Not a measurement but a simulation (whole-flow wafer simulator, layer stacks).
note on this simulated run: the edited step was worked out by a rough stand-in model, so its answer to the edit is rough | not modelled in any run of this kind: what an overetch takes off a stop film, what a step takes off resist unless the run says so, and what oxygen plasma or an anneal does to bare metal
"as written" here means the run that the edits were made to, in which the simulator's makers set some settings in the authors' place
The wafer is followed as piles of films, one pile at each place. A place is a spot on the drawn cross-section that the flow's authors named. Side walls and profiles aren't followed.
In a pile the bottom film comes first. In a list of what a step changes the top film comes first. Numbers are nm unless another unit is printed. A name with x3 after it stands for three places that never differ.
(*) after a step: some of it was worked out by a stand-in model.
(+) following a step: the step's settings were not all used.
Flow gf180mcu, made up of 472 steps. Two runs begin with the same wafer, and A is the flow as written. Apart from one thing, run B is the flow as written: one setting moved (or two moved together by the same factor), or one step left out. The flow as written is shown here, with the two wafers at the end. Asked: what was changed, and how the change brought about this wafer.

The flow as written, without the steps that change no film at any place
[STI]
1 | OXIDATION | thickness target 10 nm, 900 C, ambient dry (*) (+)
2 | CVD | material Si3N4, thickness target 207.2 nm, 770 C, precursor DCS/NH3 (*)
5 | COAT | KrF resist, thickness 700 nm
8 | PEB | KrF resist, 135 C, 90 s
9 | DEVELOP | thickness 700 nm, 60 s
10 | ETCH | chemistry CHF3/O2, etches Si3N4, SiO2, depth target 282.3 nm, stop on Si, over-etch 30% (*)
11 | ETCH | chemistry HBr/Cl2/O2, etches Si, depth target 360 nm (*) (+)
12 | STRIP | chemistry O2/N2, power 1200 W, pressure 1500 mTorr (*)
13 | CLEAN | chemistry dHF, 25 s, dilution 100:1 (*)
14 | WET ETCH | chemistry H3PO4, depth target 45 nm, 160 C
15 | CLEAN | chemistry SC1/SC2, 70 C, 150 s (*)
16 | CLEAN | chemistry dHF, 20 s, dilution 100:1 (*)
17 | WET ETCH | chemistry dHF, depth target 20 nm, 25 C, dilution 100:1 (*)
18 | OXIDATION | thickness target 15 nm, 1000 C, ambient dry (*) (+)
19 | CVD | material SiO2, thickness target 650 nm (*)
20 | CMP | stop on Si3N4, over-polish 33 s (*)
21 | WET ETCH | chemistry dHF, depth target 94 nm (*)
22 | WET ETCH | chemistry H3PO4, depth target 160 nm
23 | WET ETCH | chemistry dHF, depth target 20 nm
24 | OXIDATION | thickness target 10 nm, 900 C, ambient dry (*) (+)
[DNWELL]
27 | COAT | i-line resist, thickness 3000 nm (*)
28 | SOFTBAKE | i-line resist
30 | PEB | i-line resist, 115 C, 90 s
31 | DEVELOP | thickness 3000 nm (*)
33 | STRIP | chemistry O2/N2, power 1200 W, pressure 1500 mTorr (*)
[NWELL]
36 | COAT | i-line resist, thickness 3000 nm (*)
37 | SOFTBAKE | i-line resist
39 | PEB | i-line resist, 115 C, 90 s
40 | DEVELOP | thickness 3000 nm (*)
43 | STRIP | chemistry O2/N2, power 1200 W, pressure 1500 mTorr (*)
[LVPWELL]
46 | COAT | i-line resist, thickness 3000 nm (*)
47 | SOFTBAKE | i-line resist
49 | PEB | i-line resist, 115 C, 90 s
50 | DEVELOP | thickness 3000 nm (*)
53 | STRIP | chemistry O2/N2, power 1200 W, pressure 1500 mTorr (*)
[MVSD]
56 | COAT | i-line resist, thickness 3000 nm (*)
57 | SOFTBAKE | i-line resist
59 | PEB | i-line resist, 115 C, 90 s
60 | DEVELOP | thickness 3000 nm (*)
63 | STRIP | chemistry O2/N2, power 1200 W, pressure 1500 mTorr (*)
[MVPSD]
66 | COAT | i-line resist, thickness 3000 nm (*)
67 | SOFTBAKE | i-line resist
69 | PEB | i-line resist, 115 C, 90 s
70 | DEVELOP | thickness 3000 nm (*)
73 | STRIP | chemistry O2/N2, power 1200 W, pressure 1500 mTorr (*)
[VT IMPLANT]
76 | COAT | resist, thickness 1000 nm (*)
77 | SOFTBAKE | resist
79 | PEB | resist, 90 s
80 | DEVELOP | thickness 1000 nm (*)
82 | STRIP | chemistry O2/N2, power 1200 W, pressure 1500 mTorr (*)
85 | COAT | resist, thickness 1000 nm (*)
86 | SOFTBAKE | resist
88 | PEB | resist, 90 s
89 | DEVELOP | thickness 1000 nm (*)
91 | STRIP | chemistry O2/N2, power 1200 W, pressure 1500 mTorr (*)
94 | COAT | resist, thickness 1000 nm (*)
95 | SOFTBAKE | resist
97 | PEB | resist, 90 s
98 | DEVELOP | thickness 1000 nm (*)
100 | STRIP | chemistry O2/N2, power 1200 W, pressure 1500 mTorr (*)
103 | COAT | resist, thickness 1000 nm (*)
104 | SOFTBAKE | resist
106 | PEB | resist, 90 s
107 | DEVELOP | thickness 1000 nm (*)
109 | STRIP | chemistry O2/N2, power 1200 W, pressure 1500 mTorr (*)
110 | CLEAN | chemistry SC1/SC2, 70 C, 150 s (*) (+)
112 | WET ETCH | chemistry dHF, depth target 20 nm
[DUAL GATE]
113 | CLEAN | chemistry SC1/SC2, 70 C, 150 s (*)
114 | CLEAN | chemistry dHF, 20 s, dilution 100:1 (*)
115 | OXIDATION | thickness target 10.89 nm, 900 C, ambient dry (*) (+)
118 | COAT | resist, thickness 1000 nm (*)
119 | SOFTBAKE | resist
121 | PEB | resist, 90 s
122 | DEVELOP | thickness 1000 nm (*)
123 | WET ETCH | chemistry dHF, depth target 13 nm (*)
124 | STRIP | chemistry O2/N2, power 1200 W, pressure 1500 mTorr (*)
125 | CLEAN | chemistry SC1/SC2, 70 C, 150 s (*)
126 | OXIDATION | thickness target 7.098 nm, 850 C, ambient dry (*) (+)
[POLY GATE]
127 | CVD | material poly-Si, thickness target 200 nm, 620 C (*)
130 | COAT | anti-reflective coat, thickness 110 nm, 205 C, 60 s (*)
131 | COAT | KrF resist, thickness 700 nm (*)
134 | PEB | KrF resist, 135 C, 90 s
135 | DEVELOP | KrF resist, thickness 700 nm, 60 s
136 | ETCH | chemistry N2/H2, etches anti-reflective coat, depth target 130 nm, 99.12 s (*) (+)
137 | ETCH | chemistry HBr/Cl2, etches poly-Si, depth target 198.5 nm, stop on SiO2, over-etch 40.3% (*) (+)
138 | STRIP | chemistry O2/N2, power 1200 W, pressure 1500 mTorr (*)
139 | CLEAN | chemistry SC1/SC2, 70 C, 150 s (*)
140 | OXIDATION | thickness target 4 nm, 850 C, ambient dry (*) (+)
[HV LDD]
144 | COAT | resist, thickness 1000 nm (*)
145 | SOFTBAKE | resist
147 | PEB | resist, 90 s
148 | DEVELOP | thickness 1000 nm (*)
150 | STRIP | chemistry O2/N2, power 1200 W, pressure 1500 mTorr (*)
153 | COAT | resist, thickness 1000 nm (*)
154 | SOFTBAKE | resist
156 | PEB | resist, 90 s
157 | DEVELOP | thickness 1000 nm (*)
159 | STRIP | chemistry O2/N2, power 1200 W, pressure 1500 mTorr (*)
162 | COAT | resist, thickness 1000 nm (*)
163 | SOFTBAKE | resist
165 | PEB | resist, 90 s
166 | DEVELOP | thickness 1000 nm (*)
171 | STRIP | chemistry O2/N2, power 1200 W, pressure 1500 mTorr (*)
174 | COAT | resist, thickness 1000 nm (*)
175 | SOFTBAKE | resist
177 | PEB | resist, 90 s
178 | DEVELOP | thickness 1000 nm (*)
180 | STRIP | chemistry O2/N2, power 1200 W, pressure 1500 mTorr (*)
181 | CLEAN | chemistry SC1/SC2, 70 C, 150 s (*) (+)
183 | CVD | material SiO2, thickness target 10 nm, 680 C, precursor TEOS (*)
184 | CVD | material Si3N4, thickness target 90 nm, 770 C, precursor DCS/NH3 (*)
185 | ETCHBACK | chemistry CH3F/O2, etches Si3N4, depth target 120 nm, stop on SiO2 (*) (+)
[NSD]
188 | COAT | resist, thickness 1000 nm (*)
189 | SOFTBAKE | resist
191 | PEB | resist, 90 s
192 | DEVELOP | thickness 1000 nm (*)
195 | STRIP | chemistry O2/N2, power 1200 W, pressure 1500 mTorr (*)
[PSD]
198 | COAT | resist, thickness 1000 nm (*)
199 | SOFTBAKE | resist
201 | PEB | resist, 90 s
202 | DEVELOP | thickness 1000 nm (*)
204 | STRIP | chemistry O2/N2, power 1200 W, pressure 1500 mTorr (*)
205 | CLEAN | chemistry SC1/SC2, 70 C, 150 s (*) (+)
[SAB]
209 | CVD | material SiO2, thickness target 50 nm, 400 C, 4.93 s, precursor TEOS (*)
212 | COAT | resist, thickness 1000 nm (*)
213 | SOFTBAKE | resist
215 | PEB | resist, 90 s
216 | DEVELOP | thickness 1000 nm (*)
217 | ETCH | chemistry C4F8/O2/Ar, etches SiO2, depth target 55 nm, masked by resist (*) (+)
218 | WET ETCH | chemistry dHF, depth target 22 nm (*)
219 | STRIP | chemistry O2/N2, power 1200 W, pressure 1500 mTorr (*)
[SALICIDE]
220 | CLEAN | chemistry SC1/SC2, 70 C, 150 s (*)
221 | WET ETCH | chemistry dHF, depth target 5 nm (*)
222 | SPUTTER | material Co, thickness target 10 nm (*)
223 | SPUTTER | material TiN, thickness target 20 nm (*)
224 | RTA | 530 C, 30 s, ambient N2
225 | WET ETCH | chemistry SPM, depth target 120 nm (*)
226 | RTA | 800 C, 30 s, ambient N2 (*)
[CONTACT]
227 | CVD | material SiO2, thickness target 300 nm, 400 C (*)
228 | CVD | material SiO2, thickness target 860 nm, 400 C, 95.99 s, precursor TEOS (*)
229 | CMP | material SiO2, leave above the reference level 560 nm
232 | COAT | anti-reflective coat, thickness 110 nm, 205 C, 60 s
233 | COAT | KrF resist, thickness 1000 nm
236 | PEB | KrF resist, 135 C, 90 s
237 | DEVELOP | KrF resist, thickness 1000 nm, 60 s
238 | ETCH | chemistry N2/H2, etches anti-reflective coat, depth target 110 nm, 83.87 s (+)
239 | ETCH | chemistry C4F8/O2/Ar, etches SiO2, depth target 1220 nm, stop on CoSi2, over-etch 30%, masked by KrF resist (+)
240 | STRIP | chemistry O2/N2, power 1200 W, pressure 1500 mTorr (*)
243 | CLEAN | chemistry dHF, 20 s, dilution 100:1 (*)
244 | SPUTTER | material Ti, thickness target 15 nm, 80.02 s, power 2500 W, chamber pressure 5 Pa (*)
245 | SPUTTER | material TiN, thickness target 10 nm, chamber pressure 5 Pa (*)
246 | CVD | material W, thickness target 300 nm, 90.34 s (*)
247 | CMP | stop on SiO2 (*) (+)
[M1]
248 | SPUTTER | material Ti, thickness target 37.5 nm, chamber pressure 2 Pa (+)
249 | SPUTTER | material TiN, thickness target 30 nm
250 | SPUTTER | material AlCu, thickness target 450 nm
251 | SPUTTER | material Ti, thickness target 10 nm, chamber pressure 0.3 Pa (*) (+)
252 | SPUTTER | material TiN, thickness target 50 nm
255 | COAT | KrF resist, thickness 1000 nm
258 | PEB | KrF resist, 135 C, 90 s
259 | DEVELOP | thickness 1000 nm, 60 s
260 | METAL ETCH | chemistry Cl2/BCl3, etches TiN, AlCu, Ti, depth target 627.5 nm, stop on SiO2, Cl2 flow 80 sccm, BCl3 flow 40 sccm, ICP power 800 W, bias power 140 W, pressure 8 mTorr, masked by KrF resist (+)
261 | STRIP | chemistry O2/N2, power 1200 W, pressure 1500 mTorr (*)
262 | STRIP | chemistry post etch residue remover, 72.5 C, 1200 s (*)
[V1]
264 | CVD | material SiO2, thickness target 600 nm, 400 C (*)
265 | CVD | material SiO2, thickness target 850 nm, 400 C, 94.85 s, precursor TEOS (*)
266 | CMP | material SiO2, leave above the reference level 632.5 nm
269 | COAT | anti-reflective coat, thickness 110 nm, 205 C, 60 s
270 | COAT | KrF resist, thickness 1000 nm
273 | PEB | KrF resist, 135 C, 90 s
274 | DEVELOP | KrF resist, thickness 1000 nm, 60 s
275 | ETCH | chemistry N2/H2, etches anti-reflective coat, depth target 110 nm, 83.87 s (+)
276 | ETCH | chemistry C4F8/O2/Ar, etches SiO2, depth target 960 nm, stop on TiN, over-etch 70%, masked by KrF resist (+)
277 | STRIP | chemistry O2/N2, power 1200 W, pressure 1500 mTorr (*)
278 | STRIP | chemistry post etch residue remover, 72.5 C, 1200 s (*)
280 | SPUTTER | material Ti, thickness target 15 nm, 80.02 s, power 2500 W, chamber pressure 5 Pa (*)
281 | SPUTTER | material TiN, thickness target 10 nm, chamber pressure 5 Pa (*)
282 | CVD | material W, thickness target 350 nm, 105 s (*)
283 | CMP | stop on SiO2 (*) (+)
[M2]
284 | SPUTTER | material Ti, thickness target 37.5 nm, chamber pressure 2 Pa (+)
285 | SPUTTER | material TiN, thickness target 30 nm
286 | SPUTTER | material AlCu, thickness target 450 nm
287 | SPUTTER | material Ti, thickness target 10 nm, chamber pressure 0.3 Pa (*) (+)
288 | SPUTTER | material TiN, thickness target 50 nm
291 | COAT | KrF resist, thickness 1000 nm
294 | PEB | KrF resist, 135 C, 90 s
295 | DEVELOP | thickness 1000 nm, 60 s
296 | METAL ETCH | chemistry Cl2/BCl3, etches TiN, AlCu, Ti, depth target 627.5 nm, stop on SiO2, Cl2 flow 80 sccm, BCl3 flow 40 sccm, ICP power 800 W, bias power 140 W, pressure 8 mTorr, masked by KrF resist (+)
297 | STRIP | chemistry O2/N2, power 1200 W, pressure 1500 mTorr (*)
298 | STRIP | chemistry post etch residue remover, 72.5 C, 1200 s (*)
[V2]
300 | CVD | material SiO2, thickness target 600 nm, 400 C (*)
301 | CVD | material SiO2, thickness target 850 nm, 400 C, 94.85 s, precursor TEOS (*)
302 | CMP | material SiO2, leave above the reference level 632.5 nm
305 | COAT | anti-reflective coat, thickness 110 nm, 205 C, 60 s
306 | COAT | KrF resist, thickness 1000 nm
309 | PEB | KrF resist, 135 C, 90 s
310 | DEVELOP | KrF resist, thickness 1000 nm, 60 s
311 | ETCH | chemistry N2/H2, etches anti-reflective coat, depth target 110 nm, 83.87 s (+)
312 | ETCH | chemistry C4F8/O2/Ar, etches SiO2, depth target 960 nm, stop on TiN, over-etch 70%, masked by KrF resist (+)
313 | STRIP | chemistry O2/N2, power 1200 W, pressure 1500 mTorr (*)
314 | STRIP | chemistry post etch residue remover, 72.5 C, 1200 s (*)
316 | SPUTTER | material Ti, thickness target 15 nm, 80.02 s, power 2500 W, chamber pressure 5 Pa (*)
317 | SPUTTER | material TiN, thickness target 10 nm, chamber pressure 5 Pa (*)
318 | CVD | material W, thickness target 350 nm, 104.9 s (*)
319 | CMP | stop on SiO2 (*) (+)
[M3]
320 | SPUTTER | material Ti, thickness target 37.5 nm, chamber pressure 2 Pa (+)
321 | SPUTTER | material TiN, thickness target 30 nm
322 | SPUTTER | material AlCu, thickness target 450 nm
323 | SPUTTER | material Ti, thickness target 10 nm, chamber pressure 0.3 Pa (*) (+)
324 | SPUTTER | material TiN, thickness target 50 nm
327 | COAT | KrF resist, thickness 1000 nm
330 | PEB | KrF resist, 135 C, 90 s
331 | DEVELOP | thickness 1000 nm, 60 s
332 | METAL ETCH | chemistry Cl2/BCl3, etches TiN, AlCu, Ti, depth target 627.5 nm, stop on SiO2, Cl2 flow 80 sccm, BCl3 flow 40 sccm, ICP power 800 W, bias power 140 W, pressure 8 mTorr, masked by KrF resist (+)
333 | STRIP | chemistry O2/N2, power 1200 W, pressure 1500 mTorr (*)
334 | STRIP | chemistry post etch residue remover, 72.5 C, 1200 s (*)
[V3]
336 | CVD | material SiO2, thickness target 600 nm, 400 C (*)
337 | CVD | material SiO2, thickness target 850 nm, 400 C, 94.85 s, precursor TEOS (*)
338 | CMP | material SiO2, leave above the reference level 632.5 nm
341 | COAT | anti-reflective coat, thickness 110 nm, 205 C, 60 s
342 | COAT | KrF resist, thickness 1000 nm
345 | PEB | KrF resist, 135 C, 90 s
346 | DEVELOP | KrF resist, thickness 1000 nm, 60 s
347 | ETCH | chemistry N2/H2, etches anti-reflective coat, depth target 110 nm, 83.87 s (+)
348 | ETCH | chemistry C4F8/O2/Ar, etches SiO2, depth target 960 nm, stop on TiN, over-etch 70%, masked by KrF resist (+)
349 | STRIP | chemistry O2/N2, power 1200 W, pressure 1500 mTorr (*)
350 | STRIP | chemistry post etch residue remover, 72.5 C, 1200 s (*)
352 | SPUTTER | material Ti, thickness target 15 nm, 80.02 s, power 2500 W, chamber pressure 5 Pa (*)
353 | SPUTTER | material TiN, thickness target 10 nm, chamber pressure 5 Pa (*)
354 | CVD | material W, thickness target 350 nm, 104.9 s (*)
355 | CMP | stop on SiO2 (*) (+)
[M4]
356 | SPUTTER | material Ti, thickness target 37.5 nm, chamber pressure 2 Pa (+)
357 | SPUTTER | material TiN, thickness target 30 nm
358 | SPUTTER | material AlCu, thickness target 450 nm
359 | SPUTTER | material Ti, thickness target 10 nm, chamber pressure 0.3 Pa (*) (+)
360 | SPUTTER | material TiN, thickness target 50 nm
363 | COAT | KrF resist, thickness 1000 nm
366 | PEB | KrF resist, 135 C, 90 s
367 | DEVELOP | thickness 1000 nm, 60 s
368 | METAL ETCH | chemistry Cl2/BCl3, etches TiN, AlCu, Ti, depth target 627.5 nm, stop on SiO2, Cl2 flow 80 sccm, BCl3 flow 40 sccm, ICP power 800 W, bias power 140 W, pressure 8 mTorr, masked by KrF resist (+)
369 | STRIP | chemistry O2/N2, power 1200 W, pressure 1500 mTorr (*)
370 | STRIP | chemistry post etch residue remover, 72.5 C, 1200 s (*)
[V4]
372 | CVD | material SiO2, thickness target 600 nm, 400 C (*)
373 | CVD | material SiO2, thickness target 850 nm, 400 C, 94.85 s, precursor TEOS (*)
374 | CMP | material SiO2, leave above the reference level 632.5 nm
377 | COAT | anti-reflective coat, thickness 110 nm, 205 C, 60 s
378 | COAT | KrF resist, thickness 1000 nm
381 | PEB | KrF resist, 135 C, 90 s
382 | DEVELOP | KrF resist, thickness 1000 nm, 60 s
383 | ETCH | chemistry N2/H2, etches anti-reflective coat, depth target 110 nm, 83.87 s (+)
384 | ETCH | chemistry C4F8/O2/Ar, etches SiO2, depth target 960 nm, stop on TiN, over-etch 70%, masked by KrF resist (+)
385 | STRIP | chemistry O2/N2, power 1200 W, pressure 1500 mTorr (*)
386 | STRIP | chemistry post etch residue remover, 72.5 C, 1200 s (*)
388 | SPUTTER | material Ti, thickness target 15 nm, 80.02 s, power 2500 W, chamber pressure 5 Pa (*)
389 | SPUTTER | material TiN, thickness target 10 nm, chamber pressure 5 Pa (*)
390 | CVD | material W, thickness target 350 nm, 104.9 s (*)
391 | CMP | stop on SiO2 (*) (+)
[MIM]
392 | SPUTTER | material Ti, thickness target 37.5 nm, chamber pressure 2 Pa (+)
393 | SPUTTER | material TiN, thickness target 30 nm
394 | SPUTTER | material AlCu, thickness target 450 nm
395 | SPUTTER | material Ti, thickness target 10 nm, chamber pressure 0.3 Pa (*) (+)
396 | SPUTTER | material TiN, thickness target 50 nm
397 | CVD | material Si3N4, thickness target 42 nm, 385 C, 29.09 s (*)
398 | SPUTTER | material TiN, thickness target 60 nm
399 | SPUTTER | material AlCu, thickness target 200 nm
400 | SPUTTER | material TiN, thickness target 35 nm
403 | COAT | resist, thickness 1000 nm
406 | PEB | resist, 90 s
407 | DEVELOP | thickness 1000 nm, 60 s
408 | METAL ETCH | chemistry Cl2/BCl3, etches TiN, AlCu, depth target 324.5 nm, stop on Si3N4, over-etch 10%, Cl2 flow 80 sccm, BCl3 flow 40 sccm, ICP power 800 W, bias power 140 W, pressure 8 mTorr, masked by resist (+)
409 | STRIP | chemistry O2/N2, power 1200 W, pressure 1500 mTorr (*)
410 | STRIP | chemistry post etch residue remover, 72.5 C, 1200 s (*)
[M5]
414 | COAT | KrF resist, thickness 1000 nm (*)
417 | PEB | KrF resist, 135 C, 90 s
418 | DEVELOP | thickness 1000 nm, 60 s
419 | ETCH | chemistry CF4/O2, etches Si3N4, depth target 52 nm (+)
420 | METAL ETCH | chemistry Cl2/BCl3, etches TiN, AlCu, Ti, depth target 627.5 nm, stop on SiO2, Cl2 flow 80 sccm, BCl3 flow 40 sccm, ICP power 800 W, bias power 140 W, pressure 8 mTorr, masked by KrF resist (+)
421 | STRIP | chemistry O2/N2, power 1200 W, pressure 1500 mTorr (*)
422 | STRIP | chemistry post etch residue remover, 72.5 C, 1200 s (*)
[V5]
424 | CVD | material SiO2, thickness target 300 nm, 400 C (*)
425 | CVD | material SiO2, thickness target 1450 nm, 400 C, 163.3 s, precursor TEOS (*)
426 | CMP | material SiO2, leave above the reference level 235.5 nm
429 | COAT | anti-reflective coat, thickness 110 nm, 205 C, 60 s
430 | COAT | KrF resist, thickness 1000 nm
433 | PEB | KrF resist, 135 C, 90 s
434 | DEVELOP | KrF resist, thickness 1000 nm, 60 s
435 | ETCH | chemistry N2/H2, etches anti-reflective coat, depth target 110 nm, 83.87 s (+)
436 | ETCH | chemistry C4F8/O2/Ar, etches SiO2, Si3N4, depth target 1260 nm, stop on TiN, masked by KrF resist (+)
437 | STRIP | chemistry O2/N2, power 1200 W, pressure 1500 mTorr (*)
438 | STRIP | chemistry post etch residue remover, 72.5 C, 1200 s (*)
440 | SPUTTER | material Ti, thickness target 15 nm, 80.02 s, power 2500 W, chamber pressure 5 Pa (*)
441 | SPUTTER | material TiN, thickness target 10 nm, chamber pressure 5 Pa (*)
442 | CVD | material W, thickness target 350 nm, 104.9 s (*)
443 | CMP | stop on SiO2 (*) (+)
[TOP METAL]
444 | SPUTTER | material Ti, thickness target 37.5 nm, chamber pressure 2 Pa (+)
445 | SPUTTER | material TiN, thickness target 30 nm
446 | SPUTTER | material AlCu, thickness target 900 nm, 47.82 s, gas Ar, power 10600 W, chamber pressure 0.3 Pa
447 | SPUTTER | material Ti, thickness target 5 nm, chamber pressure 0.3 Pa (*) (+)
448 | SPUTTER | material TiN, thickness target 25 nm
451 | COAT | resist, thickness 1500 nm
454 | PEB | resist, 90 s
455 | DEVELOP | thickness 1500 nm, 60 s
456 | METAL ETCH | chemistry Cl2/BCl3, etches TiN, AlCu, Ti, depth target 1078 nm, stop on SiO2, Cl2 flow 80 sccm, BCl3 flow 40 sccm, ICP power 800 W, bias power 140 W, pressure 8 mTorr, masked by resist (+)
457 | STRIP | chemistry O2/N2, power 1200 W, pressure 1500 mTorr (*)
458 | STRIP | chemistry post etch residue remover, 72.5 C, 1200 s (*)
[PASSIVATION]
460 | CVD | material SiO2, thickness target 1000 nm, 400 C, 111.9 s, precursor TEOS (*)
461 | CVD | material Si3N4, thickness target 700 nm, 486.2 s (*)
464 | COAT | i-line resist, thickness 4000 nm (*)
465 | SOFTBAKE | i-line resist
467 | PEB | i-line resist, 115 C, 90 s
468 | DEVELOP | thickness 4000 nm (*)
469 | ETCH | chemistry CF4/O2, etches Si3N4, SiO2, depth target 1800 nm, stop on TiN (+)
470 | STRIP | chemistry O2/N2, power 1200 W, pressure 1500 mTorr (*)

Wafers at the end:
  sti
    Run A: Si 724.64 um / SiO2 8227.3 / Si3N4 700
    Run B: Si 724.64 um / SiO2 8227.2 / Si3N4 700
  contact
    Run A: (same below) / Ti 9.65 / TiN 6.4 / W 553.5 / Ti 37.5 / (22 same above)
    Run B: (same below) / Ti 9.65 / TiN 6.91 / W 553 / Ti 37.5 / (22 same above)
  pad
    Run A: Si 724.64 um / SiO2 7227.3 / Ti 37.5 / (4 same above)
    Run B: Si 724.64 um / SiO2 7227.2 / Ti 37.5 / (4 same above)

The reason: step 353, SPUTTER: thickness target 10.8 nm was run, whereas the flow has thickness target 10 nm.

The path from the change to this, step by step:
  353 | SPUTTER | material TiN, thickness target 10 nm, chamber pressure 5 Pa (*)
      field, field__w1, field__w2 and 107 more: A TiN gains 10 (new film) | B TiN gains 10.8 (new film)
      contact: A TiN gains 6.4 (new film) | B TiN gains 6.91 (new film)
  355 | CMP | stop on SiO2 (*) (+)
      field, field__w1, field__w2 and 107 more: A W loses 350 (all of it), TiN loses 10 (all of it), Ti loses 15 (all of it), SiO2 loses 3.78 | B W loses 350 (all of it), TiN loses 10.8 (all of it), Ti loses 15 (all of it), SiO2 loses 3.79
